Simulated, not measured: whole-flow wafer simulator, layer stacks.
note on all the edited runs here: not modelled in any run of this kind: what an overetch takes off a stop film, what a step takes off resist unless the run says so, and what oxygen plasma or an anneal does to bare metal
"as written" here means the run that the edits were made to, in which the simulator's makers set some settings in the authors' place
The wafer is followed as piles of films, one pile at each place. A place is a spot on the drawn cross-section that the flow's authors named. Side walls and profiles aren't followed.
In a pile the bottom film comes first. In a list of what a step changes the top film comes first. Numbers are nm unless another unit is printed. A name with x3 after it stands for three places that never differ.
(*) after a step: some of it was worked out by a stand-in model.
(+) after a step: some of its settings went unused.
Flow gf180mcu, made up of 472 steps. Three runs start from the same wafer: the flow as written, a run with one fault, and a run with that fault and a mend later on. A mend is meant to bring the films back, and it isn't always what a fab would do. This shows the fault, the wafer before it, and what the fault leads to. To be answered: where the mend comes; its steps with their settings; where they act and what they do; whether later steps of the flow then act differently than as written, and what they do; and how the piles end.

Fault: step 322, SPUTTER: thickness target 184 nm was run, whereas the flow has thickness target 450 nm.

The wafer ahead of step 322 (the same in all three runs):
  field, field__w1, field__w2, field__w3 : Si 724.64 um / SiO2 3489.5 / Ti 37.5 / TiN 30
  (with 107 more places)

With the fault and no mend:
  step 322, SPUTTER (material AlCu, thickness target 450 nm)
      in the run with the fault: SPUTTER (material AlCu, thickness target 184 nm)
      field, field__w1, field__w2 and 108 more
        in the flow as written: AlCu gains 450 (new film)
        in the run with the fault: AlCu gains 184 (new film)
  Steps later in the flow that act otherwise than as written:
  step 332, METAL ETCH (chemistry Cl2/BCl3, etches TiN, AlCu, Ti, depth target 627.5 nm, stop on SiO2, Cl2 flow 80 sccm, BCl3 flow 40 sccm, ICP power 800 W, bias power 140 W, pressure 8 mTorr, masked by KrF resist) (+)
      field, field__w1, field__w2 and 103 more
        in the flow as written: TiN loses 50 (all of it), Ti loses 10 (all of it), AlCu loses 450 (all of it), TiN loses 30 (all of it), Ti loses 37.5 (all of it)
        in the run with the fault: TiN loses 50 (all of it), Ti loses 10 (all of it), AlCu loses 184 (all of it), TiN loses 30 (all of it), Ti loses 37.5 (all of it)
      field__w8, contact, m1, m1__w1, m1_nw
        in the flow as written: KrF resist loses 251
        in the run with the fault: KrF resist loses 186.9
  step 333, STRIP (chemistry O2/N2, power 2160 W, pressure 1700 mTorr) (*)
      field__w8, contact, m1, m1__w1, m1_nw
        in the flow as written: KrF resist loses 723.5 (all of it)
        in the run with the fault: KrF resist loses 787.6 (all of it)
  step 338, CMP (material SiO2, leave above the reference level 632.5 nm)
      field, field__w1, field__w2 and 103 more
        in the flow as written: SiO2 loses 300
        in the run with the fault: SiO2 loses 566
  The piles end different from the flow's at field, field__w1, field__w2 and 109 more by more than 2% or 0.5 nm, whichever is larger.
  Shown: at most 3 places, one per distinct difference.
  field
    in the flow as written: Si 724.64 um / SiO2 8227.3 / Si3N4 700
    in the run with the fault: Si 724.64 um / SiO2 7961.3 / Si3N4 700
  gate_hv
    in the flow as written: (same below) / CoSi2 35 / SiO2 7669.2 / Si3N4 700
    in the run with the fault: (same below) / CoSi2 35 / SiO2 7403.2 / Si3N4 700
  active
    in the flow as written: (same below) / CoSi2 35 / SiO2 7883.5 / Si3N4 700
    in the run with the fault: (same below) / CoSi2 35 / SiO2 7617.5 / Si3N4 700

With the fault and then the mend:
  The mend stands after step 322.
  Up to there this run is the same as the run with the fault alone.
  step 322a, SPUTTER (material AlCu, thickness target 266 nm) (the flow's step 322 again, with other settings)
      field, field__w1, field__w2 and 108 more
        AlCu gains 266
  Every later step of the flow that is run acts as written at every place that is followed.
  The piles end the same as the flow's at every place that both follow.
